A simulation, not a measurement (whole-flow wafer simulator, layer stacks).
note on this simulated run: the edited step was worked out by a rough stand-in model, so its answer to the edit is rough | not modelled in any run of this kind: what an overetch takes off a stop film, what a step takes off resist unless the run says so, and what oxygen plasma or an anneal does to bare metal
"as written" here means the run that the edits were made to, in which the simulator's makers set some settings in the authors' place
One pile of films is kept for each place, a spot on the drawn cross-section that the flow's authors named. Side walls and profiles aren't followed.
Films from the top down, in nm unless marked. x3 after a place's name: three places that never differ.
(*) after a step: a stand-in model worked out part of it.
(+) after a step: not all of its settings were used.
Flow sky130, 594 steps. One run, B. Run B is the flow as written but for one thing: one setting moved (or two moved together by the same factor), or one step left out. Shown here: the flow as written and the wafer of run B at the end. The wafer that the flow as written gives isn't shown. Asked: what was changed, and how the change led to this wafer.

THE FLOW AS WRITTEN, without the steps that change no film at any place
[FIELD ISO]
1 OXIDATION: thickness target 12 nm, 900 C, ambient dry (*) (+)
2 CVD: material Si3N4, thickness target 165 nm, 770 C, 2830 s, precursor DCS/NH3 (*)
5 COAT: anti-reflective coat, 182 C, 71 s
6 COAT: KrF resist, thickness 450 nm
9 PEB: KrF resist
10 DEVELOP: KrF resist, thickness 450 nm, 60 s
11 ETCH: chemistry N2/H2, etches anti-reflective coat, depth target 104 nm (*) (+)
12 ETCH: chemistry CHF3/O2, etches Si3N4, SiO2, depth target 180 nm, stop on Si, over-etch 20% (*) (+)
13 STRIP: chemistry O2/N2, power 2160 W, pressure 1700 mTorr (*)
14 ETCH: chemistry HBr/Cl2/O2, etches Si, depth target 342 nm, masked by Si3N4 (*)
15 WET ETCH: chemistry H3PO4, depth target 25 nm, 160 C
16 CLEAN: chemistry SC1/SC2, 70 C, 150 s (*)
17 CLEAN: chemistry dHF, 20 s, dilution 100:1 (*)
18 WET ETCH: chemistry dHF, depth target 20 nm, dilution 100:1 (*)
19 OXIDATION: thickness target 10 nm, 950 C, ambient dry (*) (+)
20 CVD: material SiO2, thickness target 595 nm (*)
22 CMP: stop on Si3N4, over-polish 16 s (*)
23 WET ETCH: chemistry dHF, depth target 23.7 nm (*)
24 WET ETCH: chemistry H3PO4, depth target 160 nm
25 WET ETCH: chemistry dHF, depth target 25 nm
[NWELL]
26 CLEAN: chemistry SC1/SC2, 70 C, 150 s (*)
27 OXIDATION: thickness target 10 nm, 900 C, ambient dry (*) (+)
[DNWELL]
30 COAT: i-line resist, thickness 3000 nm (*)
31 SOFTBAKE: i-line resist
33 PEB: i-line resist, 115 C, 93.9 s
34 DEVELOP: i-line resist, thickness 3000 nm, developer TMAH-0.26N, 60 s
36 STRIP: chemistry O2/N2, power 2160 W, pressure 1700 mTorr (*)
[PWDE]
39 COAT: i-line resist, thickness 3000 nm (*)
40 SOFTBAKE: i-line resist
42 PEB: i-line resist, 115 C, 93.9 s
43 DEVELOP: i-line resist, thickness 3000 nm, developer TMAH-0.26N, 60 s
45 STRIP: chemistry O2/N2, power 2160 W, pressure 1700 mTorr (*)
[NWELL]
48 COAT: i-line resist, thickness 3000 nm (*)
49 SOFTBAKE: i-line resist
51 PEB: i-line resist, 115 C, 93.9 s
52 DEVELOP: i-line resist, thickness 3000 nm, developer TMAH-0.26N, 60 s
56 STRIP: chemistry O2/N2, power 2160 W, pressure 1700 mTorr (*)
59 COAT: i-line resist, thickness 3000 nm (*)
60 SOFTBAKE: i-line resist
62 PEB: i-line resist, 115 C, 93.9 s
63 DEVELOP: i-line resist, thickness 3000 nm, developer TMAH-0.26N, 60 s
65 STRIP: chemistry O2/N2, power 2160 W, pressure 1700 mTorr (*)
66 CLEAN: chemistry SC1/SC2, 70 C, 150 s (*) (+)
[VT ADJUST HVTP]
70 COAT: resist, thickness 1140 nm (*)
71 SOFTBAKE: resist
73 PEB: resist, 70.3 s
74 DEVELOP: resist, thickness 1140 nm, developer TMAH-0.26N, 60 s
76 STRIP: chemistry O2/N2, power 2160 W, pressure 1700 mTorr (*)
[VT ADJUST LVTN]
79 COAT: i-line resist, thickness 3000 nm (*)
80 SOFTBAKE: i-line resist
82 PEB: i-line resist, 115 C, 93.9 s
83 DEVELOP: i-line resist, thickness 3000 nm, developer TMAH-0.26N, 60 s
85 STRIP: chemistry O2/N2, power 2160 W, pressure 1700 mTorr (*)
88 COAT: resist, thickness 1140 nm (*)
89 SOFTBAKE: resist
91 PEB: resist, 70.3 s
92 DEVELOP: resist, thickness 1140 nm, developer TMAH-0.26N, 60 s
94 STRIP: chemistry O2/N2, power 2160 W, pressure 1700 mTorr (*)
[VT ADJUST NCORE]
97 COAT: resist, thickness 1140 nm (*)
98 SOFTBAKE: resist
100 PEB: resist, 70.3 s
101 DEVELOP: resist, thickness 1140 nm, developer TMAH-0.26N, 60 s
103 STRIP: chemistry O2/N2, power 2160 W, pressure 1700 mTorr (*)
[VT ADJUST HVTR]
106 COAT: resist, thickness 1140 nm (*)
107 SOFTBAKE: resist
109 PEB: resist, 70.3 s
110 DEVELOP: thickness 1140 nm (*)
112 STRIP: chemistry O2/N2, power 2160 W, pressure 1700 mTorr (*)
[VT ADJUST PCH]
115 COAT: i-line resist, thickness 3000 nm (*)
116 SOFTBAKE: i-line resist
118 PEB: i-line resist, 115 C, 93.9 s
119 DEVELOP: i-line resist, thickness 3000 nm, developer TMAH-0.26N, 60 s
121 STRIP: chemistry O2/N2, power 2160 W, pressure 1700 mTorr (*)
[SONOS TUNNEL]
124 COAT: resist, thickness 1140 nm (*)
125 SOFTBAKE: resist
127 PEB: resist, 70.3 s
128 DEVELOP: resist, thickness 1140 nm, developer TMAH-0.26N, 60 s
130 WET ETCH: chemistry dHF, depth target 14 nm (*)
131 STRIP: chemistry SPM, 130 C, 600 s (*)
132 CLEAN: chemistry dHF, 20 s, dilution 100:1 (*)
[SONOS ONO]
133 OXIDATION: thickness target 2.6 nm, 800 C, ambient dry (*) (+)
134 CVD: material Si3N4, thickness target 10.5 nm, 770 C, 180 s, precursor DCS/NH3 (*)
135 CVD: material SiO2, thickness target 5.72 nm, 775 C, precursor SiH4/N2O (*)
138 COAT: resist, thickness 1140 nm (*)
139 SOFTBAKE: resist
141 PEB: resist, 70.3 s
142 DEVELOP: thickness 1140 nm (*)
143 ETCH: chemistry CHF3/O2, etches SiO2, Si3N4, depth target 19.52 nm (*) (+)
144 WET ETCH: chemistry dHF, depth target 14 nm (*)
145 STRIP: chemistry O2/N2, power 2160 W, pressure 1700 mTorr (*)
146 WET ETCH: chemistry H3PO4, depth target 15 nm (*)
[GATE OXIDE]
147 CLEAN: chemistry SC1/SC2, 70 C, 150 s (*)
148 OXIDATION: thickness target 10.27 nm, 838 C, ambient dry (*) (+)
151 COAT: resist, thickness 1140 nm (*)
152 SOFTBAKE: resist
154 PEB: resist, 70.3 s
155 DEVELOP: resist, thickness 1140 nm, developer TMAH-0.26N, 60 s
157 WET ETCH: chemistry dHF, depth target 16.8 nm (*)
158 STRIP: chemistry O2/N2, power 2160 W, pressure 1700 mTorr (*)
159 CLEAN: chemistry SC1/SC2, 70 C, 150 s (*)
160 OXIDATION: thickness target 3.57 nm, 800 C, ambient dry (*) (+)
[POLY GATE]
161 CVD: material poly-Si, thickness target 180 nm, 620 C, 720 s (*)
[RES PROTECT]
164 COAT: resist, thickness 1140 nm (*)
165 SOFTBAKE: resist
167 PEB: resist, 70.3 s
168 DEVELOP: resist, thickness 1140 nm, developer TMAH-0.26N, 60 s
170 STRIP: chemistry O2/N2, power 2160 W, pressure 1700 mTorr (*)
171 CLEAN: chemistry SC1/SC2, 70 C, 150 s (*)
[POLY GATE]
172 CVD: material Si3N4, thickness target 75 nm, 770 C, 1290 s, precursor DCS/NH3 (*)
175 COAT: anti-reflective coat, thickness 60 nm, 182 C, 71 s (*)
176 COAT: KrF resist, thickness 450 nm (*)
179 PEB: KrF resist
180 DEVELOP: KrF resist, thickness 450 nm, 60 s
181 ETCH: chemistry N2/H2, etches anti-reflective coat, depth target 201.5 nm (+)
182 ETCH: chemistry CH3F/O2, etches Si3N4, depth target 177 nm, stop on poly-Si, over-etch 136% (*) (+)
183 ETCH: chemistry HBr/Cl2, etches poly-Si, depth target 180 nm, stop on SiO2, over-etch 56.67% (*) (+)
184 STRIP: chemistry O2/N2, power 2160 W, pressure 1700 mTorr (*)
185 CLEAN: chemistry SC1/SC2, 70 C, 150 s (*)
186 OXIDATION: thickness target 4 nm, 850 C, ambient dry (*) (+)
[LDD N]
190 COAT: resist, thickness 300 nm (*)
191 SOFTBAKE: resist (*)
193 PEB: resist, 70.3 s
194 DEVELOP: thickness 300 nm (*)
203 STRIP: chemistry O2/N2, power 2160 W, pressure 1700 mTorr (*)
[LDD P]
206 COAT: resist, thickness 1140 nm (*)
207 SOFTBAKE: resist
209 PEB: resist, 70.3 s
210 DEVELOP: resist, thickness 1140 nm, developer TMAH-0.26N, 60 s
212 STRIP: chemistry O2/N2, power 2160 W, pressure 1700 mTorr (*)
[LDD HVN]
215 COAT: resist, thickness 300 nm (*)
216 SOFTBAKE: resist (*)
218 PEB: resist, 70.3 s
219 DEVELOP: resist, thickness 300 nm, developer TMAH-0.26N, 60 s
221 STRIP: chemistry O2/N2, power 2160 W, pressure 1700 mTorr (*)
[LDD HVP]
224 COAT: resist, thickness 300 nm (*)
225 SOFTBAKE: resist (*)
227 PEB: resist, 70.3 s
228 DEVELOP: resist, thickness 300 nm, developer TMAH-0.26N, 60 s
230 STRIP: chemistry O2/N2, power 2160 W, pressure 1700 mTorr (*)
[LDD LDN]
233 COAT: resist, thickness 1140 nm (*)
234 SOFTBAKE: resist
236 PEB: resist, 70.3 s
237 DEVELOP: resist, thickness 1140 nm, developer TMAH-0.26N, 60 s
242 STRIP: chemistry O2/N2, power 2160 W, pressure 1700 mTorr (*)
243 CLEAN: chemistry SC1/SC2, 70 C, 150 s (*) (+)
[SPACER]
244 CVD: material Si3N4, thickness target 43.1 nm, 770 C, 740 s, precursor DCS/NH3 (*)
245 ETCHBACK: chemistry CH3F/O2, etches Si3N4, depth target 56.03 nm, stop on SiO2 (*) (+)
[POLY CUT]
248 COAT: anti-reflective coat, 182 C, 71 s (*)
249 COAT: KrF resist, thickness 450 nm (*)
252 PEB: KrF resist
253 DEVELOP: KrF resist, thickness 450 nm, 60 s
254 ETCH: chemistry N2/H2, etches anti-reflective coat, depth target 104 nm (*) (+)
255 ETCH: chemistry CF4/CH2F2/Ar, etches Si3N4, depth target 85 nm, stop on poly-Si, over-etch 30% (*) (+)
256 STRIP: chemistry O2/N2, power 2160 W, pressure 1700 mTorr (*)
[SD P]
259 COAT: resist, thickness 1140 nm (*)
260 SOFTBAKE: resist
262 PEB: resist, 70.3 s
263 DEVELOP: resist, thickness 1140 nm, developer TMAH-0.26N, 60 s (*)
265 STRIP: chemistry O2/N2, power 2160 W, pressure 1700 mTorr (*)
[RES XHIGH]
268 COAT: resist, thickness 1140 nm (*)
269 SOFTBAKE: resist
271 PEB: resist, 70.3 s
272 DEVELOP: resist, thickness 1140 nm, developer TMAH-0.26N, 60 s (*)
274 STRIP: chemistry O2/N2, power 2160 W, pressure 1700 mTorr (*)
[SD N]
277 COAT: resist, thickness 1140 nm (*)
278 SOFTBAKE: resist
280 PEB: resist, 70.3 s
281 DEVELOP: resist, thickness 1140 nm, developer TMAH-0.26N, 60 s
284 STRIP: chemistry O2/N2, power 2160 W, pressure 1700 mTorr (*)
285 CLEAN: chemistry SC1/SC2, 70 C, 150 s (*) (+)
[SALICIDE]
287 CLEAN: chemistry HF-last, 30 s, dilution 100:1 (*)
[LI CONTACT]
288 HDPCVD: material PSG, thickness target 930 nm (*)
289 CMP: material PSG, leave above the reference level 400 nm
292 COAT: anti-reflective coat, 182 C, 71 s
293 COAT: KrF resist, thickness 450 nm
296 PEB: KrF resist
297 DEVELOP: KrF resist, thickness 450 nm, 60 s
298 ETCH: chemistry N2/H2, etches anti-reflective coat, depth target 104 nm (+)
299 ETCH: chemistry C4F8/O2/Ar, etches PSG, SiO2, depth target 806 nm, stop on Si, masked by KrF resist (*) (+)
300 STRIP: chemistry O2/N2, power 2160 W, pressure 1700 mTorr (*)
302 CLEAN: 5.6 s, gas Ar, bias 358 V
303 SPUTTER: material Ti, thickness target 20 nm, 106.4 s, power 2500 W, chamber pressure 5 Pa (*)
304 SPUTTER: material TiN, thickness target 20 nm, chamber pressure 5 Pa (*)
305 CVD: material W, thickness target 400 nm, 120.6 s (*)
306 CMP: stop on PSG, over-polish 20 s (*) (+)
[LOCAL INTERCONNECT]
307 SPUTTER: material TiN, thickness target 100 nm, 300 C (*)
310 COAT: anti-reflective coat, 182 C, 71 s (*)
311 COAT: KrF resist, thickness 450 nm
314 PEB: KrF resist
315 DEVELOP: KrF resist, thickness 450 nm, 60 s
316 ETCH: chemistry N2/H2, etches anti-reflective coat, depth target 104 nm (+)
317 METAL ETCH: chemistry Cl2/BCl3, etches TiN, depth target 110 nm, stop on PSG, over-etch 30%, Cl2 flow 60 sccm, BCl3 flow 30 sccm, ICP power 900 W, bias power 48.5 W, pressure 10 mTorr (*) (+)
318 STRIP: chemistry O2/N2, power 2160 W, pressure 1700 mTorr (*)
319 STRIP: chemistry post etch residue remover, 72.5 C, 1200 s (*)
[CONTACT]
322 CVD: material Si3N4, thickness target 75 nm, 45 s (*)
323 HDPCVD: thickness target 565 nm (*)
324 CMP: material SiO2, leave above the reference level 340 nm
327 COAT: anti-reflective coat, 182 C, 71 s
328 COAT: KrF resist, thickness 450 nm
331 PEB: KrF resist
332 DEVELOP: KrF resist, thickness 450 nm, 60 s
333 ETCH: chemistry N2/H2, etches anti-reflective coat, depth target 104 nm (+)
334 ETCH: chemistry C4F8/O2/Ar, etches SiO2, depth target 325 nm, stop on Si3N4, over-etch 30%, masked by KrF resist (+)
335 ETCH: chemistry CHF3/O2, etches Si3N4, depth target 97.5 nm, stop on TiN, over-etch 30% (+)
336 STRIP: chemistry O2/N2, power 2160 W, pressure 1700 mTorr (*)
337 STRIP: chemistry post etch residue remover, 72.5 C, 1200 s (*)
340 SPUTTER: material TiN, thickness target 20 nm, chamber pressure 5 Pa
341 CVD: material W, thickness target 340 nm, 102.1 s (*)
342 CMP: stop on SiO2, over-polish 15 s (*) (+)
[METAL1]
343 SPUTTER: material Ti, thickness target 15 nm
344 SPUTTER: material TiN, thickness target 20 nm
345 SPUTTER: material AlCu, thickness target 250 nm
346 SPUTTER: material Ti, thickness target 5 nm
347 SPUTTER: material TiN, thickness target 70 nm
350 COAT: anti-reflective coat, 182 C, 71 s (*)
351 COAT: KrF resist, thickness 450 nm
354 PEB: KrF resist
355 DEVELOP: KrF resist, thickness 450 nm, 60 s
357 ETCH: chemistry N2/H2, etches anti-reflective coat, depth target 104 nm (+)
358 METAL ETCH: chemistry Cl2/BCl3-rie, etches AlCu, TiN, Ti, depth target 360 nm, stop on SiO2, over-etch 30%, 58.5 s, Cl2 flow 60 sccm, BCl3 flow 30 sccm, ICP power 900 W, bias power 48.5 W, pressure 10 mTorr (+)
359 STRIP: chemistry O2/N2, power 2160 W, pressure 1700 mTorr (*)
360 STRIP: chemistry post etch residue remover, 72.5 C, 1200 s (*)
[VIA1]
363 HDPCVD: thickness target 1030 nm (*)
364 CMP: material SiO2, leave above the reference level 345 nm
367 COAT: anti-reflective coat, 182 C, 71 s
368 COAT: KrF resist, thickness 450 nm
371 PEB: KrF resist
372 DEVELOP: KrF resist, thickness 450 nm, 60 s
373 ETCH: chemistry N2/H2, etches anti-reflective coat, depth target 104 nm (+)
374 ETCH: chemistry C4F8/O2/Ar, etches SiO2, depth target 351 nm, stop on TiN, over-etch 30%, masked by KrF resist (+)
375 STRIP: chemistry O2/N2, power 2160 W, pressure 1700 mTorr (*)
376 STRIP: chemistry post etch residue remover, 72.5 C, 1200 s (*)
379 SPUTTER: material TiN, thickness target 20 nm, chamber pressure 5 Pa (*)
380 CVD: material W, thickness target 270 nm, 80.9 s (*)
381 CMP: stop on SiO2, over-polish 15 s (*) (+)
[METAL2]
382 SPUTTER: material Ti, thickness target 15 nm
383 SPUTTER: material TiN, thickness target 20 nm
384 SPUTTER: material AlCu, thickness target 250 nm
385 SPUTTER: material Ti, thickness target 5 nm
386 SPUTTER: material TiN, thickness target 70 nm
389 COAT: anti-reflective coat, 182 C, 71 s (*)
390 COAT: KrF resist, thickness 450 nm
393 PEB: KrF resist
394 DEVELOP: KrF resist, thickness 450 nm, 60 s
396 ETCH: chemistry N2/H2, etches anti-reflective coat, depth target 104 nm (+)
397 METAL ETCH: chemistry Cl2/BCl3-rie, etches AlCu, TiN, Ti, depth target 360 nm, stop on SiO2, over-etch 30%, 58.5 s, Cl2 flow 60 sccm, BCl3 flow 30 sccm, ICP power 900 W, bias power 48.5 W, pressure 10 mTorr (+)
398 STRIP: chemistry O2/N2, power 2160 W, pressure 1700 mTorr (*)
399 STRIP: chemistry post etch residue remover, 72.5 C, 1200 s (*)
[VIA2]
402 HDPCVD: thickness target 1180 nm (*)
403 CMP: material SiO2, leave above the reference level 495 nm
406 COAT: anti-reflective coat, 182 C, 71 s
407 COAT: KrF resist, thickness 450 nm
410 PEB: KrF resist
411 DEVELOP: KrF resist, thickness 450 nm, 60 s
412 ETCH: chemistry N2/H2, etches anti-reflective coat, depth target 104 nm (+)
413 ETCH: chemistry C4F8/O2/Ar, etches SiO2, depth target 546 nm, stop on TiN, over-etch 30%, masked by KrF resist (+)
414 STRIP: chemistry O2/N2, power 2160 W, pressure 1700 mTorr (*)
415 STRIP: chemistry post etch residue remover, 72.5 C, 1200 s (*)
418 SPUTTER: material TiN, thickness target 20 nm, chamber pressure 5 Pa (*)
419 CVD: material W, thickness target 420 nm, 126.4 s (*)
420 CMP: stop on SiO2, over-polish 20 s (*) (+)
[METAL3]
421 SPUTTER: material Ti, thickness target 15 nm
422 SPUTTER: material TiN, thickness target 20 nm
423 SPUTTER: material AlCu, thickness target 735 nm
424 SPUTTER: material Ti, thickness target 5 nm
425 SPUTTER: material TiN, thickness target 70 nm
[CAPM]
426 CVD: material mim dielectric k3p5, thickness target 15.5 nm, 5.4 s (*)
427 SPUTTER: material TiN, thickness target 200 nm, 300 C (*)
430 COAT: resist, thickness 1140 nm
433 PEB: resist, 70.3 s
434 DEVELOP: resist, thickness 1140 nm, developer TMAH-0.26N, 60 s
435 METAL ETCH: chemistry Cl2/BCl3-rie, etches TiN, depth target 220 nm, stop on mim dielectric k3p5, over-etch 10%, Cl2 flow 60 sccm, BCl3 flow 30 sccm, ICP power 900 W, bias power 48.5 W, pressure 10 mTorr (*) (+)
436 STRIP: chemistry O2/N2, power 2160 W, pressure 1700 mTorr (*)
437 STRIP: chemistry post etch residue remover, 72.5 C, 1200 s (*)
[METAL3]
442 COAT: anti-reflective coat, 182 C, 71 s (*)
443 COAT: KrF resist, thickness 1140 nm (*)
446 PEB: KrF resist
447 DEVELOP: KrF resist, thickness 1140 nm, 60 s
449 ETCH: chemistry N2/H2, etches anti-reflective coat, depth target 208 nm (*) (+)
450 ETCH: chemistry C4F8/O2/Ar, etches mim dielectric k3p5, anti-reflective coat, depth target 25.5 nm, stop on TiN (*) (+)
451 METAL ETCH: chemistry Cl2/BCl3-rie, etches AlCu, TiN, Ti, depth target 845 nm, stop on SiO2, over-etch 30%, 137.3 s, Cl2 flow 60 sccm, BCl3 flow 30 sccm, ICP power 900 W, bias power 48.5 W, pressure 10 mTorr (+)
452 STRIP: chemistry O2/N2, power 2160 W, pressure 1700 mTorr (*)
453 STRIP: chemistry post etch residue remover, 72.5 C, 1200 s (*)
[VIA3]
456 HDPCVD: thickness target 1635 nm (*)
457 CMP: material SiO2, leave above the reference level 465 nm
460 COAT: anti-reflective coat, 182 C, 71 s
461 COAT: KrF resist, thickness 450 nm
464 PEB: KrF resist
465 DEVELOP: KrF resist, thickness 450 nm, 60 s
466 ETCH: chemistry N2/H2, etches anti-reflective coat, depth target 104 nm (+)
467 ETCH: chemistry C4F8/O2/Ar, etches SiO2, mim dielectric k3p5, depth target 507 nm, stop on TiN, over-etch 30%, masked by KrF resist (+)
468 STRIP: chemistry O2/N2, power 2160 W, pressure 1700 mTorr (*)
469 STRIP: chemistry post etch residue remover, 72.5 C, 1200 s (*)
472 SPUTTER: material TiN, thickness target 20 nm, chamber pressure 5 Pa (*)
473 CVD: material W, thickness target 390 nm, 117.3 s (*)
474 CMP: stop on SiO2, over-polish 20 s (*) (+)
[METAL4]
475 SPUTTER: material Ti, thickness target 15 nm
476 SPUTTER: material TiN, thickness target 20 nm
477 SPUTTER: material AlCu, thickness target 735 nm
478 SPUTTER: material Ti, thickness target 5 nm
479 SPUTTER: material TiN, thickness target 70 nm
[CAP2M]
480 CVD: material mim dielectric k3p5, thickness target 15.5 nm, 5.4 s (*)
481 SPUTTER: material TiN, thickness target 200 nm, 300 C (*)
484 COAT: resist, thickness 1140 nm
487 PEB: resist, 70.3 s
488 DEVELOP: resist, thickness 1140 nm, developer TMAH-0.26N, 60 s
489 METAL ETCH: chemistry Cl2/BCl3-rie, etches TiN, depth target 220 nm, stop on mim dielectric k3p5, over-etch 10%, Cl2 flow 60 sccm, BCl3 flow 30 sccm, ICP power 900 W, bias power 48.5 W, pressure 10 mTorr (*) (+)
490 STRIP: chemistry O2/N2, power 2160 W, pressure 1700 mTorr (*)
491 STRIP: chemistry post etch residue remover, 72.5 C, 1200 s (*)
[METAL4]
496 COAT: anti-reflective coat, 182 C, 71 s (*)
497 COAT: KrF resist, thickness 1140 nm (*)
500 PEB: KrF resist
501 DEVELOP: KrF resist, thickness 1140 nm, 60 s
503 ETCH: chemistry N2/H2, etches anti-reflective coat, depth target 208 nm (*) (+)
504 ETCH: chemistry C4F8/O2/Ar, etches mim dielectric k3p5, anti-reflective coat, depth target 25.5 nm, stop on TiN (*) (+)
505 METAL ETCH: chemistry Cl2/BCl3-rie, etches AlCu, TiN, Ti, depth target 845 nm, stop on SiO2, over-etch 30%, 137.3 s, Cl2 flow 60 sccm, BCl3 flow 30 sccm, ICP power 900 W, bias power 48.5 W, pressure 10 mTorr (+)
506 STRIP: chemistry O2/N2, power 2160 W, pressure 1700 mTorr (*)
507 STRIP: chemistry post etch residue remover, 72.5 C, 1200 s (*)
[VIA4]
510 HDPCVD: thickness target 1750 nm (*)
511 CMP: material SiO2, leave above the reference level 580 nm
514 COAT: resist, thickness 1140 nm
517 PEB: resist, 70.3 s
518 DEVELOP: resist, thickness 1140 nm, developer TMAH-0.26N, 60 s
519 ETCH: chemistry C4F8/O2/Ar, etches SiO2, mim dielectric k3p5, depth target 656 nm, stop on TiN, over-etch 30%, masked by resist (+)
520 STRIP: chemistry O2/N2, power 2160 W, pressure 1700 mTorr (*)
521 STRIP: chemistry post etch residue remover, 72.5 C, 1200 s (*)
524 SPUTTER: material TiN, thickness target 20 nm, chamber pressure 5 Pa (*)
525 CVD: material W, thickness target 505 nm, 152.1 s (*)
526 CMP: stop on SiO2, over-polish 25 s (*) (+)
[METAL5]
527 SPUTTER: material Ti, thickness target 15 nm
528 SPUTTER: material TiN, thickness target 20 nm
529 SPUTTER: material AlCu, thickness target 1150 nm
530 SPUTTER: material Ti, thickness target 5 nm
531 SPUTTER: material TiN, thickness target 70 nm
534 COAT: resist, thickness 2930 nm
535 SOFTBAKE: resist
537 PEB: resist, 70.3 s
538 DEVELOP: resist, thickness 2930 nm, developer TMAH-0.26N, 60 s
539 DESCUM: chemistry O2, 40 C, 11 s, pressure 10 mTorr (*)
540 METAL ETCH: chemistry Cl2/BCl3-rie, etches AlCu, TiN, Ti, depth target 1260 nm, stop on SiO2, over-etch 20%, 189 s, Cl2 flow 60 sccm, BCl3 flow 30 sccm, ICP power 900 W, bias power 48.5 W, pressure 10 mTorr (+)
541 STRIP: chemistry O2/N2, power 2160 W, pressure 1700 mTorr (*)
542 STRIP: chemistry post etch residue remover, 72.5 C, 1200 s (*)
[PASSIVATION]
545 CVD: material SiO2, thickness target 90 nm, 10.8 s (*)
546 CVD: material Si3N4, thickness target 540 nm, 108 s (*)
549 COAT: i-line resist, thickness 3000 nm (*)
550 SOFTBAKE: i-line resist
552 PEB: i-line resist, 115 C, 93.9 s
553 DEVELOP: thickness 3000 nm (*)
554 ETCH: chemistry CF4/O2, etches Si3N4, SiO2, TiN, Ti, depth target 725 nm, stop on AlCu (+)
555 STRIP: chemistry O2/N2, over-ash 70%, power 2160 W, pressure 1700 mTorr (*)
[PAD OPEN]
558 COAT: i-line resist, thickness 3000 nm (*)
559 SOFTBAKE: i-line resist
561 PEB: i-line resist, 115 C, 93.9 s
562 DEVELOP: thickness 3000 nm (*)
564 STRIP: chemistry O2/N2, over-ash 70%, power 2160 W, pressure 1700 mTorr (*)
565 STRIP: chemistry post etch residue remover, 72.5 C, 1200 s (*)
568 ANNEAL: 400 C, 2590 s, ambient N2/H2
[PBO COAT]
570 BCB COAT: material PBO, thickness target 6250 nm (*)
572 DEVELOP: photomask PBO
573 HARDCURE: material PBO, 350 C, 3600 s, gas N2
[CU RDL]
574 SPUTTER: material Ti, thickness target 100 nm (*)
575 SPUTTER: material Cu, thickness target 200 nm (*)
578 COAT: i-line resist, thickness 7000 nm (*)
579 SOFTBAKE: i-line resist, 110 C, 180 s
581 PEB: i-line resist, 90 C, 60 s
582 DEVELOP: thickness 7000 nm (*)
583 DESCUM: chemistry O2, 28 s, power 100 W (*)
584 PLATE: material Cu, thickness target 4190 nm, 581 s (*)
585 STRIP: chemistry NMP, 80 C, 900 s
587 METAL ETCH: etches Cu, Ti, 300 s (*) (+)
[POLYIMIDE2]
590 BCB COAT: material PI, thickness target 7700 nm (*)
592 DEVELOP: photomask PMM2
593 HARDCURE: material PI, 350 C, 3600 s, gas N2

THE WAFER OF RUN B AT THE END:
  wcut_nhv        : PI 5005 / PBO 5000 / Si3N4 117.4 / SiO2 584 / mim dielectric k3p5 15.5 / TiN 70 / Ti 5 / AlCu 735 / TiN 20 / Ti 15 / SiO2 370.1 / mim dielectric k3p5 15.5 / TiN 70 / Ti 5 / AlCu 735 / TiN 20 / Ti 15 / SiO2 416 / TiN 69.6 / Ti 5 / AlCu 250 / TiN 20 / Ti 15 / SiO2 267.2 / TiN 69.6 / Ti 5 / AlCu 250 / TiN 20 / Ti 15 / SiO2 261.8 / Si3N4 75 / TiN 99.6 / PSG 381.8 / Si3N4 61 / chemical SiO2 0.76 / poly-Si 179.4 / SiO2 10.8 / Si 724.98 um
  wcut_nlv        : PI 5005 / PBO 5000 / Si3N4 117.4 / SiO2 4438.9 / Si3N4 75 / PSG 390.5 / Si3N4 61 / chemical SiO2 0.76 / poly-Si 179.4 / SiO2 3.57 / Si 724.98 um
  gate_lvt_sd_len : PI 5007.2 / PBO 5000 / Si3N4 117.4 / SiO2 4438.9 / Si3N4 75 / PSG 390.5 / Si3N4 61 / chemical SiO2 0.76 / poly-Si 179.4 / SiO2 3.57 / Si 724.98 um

The cause: step 546, CVD: thickness target 400 nm was run, where the flow has thickness target 540 nm; step 546, CVD: 79.9 s was run, where the flow has 108 s.

How the change led to this, step by step:
  546 CVD: material Si3N4, thickness target 540 nm, 108 s (*)
      field, active, n_well and 190 more: Si3N4 +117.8 (new film) (as written it would be: Si3N4 +159.1 (new film))
  550 SOFTBAKE: i-line resist
      active: i-line resist +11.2 (as written it would be: i-line resist +12)
      gate: i-line resist -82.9 (as written it would be: i-line resist -85.5)
      (and at 55 more places)
  554 ETCH: chemistry CF4/O2, etches Si3N4, SiO2, TiN, Ti, depth target 725 nm, stop on AlCu (+)
      field, active, n_well and 189 more: i-line resist -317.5 (as written it would be: i-line resist -358.9)
      pad: Si3N4 -117.8 (all of it), SiO2 -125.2 (all of it), TiN -69.6 (all of it), Ti -5 (all of it) (as written it would be: Si3N4 -159.1 (all of it), SiO2 -125.2 (all of it), TiN -69.6 (all of it), Ti -5 (all of it))
  555 STRIP: chemistry O2/N2, over-ash 70%, power 2160 W, pressure 1700 mTorr (*)
      n_well, p_well, sd_n, sd_p: i-line resist -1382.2 (all of it) (as written it would be: i-line resist -1340.8 (all of it))
      m1: i-line resist -1403.7 (all of it) (as written it would be: i-line resist -1364.1 (all of it))
      (and at 8 more places)
  558 COAT: i-line resist, thickness 3000 nm (*)
      pad: i-line resist +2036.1 (new film) (as written it would be: i-line resist +2077.7 (new film))
  559 SOFTBAKE: i-line resist
      field: i-line resist +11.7 (as written it would be: i-line resist +12.5)
      active: i-line resist +11.2 (as written it would be: i-line resist +12)
      (and at 62 more places)
  561 PEB: i-line resist, 115 C, 93.9 s
      pad: i-line resist -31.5 (as written it would be: i-line resist -32.2)
  578 COAT: i-line resist, thickness 7000 nm (*)
      pad: i-line resist +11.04 um (new film) (as written it would be: i-line resist +11.08 um (new film))
  579 SOFTBAKE: i-line resist, 110 C, 180 s
      mim: i-line resist -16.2 (as written it would be: i-line resist -16.8)
      iso_guard__w1: i-line resist -16 (as written it would be: i-line resist -16.6)
      (and at 23 more places)
  582 DEVELOP: thickness 7000 nm (*)
      pad: i-line resist -11.04 um (all of it) (as written it would be: i-line resist -11.08 um (all of it))
